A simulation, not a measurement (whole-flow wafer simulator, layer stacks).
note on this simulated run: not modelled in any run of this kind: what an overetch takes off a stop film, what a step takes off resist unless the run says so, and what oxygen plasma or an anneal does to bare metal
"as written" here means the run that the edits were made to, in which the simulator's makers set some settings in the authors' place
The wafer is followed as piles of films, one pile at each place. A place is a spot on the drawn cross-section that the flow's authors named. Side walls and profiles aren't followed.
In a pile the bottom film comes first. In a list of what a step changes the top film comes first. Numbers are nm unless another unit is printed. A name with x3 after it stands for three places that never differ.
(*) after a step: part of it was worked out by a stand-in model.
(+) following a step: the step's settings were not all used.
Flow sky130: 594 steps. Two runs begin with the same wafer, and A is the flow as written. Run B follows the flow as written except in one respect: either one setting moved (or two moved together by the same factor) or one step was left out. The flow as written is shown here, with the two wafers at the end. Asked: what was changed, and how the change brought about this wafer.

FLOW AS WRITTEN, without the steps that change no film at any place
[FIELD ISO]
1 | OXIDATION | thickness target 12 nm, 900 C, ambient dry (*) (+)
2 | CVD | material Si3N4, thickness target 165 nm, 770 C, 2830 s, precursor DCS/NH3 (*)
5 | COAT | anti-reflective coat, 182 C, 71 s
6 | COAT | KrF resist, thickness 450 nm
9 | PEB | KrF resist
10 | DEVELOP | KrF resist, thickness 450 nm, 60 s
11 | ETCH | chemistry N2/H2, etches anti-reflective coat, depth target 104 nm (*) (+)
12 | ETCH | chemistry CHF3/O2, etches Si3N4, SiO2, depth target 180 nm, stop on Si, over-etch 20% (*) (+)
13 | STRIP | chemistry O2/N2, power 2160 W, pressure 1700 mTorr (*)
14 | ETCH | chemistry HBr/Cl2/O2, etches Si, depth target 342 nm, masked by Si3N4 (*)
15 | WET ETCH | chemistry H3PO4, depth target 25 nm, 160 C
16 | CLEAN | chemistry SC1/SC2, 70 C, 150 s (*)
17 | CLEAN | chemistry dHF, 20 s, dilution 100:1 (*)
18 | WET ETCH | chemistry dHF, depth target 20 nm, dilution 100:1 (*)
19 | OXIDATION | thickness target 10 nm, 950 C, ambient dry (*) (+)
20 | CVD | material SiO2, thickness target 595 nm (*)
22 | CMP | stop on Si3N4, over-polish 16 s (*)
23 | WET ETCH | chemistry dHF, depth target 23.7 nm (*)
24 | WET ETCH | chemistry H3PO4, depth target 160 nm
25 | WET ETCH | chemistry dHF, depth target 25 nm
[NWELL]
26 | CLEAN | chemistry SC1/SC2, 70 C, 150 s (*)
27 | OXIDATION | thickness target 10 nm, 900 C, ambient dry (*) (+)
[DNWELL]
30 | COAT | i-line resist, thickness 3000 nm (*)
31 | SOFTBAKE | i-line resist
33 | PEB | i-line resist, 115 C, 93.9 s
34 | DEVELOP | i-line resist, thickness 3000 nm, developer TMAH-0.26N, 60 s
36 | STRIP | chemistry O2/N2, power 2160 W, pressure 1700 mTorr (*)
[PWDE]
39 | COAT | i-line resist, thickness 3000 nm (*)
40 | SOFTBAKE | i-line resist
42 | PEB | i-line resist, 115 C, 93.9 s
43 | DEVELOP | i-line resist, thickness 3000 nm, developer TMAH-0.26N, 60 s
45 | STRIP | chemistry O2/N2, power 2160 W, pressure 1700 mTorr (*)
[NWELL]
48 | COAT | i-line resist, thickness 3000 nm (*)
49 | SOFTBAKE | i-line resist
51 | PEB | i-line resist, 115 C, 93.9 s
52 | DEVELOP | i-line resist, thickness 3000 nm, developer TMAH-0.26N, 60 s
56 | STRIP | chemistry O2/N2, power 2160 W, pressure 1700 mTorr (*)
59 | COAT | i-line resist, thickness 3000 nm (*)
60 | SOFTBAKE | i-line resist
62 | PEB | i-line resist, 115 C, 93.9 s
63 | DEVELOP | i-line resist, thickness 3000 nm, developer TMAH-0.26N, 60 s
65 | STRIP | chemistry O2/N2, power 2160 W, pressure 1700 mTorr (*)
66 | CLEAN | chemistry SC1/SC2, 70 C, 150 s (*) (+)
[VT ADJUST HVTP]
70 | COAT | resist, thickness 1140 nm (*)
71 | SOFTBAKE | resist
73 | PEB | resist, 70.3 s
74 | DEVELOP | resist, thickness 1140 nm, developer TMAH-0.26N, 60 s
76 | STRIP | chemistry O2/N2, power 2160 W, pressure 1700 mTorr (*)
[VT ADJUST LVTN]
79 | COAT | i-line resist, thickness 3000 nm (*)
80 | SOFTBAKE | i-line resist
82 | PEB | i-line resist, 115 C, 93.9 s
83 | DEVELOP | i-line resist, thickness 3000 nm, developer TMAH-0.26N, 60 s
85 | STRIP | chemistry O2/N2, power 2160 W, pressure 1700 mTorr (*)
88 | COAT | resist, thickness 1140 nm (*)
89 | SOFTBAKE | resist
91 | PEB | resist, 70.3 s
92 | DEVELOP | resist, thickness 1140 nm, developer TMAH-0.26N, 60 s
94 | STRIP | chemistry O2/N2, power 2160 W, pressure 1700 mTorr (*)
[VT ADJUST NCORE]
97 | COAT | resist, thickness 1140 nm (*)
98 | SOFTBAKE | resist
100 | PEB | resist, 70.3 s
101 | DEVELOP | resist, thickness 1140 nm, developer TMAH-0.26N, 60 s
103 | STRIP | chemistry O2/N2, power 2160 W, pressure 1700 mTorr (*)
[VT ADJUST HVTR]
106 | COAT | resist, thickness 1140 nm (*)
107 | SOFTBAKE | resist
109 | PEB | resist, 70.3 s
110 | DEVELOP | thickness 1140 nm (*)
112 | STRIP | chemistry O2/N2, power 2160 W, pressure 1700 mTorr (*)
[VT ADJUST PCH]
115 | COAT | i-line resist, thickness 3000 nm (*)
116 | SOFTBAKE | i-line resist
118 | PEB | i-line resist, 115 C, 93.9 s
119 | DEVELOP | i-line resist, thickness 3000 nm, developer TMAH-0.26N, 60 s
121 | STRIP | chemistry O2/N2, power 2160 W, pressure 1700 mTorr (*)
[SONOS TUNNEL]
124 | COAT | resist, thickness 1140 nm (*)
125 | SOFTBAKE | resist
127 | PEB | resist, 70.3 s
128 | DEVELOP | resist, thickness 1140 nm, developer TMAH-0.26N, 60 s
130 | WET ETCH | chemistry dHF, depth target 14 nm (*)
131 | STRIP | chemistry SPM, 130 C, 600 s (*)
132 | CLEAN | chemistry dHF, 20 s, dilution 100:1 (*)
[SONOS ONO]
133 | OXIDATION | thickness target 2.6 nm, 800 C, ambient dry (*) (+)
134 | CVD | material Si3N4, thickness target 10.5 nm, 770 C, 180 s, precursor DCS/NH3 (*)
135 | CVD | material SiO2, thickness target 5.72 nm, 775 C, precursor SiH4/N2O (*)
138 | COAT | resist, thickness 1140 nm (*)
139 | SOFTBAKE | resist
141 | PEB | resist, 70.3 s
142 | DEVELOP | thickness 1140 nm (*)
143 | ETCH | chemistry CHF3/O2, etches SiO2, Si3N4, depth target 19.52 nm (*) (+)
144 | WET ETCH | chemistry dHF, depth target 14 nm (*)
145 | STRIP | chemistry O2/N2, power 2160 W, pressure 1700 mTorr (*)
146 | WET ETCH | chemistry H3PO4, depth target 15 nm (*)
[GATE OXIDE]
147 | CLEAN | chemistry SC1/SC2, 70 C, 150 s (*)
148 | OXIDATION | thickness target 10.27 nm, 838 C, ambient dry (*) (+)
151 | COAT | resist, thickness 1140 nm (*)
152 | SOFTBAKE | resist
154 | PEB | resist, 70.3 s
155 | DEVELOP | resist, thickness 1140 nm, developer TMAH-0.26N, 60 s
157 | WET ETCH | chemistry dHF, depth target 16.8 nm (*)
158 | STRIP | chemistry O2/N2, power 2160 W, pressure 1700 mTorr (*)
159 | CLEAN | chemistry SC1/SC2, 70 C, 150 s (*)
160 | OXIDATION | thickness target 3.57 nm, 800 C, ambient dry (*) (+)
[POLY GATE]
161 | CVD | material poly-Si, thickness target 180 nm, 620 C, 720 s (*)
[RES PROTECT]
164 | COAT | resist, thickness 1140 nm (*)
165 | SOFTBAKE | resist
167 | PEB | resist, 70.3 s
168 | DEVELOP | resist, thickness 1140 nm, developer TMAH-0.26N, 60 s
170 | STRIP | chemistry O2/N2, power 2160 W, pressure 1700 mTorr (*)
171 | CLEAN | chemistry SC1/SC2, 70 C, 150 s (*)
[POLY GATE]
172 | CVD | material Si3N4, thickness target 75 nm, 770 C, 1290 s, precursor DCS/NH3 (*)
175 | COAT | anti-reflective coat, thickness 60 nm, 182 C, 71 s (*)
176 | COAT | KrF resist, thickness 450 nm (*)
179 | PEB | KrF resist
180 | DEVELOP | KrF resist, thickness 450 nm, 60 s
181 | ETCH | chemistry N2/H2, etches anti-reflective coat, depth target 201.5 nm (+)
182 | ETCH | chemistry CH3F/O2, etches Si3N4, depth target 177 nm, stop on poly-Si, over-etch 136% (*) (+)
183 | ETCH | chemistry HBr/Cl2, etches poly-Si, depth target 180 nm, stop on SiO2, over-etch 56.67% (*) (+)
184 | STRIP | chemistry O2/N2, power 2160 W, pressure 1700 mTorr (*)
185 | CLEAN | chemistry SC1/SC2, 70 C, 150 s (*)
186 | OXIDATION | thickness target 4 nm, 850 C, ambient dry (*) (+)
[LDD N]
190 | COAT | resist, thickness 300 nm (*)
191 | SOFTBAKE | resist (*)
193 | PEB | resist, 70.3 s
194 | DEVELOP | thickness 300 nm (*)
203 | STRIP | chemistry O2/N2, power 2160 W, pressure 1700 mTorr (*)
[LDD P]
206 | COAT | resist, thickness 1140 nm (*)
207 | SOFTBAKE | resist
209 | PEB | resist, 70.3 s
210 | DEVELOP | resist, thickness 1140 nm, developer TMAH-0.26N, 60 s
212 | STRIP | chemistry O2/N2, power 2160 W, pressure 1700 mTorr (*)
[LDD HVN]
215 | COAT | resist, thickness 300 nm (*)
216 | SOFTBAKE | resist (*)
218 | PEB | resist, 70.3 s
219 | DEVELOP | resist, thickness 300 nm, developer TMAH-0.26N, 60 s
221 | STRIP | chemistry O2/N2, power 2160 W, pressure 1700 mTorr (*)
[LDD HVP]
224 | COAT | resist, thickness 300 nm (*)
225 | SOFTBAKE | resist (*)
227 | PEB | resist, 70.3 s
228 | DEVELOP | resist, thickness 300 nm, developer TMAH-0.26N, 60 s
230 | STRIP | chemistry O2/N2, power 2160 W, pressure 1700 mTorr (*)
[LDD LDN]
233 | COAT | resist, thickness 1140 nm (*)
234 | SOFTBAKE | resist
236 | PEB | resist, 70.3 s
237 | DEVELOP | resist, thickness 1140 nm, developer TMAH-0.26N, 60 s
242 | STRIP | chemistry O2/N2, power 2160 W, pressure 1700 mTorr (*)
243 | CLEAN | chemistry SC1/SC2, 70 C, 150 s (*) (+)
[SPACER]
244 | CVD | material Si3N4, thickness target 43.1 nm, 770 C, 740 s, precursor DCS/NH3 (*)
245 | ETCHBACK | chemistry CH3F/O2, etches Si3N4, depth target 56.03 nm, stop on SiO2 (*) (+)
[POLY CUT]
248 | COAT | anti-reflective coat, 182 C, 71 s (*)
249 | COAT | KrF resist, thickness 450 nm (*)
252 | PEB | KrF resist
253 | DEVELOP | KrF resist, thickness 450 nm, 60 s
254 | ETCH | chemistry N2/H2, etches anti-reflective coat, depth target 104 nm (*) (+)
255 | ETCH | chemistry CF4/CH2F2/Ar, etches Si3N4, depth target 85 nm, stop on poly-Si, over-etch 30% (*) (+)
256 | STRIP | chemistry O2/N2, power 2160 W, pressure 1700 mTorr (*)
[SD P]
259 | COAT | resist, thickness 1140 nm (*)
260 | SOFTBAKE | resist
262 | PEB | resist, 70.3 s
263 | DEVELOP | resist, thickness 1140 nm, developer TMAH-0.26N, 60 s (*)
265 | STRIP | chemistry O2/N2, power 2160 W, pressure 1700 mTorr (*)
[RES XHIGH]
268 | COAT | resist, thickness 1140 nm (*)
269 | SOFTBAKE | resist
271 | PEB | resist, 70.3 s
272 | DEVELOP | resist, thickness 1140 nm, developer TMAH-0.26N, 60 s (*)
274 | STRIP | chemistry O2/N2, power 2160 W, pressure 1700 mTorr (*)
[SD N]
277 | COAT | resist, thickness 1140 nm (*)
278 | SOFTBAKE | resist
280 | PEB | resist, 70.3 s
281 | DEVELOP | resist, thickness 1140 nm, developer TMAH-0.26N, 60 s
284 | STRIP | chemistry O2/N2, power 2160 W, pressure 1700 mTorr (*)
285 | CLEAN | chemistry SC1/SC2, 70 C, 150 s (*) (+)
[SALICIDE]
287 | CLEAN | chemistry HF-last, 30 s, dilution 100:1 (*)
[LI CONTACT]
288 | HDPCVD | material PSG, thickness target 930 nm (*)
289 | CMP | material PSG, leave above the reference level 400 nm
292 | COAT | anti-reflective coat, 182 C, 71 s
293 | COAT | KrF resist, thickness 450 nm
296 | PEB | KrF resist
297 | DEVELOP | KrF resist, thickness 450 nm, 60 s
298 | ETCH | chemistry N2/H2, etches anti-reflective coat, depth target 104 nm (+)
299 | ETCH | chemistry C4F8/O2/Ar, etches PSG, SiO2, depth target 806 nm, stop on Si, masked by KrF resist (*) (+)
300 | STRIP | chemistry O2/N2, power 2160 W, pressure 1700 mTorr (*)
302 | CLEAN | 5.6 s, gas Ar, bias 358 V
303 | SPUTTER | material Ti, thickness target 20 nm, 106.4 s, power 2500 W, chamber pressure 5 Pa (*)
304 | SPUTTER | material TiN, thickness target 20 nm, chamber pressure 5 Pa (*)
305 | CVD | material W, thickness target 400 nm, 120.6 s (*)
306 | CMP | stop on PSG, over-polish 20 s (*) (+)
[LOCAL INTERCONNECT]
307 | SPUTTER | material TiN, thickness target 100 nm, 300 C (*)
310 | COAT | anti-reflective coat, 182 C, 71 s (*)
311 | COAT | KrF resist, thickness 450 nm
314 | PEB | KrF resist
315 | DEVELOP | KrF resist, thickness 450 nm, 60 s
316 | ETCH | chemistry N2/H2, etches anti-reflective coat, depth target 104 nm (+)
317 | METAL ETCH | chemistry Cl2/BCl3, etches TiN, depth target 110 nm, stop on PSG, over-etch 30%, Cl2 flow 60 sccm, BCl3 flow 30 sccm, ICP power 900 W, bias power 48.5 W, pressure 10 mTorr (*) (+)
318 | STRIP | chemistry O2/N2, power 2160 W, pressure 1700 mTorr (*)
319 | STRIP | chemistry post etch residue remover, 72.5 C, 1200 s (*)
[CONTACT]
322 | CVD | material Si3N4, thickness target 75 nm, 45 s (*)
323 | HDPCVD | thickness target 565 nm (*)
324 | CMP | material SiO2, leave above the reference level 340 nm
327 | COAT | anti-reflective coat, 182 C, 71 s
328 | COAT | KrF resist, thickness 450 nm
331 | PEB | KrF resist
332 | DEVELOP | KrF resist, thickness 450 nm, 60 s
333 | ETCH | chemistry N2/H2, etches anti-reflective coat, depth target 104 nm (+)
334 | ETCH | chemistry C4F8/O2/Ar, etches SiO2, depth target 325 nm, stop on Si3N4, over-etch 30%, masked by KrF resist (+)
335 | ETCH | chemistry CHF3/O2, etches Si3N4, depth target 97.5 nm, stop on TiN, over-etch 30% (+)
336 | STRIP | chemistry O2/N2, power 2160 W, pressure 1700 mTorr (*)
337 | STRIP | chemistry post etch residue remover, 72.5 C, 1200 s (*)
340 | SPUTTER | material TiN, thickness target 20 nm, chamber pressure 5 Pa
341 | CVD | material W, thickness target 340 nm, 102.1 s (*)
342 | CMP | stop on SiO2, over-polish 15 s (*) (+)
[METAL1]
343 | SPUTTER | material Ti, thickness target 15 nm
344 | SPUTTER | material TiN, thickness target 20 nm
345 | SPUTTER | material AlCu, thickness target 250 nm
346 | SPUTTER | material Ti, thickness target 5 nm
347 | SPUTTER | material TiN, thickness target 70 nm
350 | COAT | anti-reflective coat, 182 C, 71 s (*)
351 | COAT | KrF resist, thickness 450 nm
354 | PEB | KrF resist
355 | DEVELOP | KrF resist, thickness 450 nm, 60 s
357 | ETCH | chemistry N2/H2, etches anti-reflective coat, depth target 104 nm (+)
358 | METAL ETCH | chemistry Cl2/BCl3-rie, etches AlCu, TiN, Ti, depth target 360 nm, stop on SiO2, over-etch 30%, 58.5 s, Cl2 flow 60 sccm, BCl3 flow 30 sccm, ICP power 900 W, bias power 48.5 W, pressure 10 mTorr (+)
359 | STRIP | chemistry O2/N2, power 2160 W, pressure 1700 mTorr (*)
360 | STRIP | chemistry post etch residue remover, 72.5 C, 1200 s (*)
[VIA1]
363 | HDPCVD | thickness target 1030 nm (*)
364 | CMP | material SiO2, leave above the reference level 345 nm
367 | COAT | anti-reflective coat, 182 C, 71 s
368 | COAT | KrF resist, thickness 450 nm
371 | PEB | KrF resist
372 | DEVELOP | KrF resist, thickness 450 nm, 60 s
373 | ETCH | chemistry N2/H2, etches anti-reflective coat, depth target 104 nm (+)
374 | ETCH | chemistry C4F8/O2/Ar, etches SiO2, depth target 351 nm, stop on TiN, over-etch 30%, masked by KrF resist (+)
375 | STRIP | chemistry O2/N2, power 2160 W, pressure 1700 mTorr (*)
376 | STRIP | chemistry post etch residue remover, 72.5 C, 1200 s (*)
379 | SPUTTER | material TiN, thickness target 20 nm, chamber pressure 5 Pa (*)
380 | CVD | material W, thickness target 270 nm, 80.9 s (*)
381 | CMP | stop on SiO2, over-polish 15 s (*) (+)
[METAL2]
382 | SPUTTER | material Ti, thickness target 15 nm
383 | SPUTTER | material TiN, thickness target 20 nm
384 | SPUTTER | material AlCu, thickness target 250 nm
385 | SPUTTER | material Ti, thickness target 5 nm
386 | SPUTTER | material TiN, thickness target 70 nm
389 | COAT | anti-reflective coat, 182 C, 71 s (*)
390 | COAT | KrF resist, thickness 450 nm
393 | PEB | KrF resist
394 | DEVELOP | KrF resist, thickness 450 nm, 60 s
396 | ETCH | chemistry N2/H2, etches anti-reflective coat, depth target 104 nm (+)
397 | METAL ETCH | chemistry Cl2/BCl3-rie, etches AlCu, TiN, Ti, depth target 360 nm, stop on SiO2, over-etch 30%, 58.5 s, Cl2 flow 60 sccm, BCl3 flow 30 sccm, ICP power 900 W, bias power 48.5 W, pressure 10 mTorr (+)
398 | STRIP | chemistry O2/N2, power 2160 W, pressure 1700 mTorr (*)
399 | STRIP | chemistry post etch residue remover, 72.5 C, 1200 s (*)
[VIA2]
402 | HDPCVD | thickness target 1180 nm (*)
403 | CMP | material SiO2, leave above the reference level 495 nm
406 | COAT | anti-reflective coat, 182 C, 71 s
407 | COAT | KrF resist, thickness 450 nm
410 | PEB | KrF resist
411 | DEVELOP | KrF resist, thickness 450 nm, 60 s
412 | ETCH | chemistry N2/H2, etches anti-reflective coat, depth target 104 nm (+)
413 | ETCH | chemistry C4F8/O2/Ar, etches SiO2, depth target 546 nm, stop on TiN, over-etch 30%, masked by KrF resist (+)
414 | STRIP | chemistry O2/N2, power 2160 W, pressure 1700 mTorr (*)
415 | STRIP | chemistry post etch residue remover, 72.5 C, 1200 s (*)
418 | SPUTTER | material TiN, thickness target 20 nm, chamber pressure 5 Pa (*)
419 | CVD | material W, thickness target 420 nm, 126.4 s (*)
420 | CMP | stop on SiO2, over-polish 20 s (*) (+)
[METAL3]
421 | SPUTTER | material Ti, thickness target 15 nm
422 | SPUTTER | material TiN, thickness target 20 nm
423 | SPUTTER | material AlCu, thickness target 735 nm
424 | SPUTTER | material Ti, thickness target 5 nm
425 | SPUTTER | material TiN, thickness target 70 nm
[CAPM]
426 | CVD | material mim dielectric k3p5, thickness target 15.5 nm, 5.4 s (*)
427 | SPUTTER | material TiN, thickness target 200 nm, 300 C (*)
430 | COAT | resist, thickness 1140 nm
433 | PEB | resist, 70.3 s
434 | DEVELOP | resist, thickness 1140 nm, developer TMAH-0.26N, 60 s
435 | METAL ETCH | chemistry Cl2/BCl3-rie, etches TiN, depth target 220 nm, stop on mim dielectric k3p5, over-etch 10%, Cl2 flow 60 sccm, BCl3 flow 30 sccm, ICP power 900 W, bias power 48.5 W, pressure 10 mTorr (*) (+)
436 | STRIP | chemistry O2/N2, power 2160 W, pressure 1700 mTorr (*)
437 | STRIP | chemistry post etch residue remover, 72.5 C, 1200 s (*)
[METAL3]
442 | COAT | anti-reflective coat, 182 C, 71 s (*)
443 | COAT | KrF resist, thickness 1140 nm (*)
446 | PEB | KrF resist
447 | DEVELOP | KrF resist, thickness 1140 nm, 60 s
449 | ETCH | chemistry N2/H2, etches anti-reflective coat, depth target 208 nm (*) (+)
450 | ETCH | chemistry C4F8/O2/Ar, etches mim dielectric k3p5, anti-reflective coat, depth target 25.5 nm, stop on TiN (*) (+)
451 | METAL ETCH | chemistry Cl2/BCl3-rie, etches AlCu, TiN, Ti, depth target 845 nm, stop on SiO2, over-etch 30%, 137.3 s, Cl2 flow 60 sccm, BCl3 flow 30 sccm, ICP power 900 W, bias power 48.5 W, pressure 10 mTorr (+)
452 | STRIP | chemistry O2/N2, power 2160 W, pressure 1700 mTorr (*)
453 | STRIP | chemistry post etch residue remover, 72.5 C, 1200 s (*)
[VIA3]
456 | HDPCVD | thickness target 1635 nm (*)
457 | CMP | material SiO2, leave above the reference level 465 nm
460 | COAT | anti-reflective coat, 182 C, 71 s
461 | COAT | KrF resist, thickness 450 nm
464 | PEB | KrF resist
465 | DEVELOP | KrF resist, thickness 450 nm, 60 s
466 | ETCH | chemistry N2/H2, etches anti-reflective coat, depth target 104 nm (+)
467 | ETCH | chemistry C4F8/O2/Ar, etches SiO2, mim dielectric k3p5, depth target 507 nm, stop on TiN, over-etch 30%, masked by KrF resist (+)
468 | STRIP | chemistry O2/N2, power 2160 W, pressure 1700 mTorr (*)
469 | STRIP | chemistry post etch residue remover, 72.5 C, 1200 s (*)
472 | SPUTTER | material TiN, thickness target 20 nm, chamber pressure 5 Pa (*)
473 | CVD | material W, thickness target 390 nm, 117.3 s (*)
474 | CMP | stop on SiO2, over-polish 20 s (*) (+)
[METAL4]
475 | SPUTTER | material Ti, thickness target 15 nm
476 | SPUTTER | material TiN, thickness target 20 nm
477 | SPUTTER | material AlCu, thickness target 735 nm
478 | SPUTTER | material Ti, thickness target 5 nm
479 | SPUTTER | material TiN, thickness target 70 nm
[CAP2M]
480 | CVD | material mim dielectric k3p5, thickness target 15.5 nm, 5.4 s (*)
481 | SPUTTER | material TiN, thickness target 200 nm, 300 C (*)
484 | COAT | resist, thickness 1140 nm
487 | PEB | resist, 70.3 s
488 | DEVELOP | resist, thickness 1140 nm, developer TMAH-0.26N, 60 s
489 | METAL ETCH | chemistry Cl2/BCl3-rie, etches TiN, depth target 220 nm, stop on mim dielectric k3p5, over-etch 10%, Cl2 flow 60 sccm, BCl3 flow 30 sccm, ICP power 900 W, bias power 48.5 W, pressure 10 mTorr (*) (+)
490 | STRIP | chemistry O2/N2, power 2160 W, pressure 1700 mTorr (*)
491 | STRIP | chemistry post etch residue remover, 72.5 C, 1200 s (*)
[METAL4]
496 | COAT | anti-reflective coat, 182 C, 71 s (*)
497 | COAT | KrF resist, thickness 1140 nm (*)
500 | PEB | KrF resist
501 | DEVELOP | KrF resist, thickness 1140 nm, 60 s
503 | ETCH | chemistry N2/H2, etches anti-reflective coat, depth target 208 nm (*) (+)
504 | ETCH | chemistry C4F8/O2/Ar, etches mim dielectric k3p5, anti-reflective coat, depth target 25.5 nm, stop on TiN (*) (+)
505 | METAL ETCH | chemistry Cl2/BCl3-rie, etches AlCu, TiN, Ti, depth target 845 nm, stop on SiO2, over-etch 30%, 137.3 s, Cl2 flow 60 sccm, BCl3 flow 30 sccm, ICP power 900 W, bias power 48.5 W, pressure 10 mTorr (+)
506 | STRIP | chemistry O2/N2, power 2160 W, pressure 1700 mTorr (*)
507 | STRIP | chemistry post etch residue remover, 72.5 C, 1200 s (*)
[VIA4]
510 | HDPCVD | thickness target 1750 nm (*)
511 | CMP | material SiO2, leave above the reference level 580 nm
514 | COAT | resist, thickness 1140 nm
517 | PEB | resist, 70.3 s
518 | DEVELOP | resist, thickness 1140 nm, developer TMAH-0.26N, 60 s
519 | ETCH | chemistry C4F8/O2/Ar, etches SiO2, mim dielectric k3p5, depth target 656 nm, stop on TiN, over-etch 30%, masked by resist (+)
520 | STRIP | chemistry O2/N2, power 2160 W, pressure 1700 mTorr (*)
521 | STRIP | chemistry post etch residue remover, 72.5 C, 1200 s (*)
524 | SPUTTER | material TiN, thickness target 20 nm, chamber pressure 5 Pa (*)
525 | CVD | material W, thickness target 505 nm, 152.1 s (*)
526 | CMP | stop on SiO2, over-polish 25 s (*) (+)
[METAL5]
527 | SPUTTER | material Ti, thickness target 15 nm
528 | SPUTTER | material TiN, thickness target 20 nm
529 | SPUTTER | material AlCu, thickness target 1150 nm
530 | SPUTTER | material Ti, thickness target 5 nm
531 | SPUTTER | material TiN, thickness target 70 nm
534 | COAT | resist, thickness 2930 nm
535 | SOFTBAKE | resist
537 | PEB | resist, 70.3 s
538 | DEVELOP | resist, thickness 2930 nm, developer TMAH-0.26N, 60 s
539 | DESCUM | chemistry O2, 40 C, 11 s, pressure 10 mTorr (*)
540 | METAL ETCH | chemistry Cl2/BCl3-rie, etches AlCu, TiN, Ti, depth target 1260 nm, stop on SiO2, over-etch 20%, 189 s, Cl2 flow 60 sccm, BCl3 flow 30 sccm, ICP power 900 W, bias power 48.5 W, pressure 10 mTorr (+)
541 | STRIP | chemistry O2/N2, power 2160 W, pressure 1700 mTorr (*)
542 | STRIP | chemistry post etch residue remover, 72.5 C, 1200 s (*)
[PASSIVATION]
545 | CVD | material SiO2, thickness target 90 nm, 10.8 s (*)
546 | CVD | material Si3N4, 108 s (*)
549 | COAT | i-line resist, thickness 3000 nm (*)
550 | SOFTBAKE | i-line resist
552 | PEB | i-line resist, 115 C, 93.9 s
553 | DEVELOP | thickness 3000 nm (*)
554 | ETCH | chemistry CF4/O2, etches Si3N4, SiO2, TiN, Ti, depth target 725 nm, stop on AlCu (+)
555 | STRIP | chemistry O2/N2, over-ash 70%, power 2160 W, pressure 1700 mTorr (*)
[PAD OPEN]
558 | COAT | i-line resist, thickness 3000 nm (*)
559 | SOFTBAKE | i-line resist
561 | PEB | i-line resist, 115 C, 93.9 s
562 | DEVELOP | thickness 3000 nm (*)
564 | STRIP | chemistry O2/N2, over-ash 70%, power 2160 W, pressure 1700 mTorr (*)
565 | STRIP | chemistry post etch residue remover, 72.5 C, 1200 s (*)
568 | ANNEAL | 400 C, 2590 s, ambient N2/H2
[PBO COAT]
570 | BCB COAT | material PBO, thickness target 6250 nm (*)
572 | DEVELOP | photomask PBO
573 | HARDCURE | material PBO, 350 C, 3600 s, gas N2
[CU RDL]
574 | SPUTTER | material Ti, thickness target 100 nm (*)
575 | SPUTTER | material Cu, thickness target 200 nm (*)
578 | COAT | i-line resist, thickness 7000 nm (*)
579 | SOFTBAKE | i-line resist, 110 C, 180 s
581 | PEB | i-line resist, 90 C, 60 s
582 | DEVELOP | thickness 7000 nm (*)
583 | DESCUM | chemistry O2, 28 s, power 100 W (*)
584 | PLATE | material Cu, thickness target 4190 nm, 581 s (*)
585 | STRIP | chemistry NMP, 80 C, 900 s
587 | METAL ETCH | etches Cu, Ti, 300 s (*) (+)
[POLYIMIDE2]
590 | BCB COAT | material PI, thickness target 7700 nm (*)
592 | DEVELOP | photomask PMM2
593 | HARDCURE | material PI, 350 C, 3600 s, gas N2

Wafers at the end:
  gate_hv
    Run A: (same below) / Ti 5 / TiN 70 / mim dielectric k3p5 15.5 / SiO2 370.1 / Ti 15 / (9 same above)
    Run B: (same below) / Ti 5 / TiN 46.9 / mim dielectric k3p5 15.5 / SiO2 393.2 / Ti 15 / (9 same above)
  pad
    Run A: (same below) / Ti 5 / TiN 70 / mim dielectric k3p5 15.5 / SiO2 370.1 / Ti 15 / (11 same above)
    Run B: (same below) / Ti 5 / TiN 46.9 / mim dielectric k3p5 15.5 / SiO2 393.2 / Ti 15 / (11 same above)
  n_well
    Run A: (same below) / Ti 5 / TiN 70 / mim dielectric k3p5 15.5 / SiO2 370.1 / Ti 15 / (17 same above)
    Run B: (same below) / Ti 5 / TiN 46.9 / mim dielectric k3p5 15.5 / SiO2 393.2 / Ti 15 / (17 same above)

The reason: step 425, SPUTTER: thickness target 46.9 nm was run, whereas the flow has thickness target 70 nm.
The wafer itself shows it: gate_hv has TiN 46.9, and step 425 as written asks for 70 nm.

How this came from the change, step by step:
  425 | SPUTTER | material TiN, thickness target 70 nm
      field, active, n_well and 188 more: A +70 TiN (new film) | B +46.9 TiN (new film)
  451 | METAL ETCH | chemistry Cl2/BCl3-rie, etches AlCu, TiN, Ti, depth target 845 nm, stop on SiO2, over-etch 30%, 137.3 s, Cl2 flow 60 sccm, BCl3 flow 30 sccm, ICP power 900 W, bias power 48.5 W, pressure 10 mTorr (+)
      field, gate, spacer and 68 more: A -70 TiN (all of it), -5 Ti (all of it), -735 AlCu (all of it), -20 TiN (all of it), -15 Ti (all of it), -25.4 SiO2 | B -46.9 TiN (all of it), -5 Ti (all of it), -735 AlCu (all of it), -20 TiN (all of it), -15 Ti (all of it), -27.7 SiO2
      active, vpp_ln, vpp_iso2 and 11 more: A -70 TiN (all of it), -5 Ti (all of it), -735 AlCu (all of it), -20 TiN (all of it), -15 Ti (all of it), -25.3 SiO2 | B -46.9 TiN (all of it), -5 Ti (all of it), -735 AlCu (all of it), -20 TiN (all of it), -15 Ti (all of it), -27.7 SiO2
  467 | ETCH | chemistry C4F8/O2/Ar, etches SiO2, mim dielectric k3p5, depth target 507 nm, stop on TiN, over-etch 30%, masked by KrF resist (+)
      m1: A -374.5 SiO2 (all of it), -15.5 mim dielectric k3p5 (all of it) | B -397.6 SiO2 (all of it), -15.5 mim dielectric k3p5 (all of it)
      via3_hole: A -373.9 SiO2 (all of it), -15.5 mim dielectric k3p5 (all of it) | B -397 SiO2 (all of it), -15.5 mim dielectric k3p5 (all of it)
  473 | CVD | material W, thickness target 390 nm, 117.3 s (*)
      m1: A +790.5 W (new film) | B +813.9 W (new film)
      via3_hole: A +789.9 W (new film) | B +813.3 W (new film)
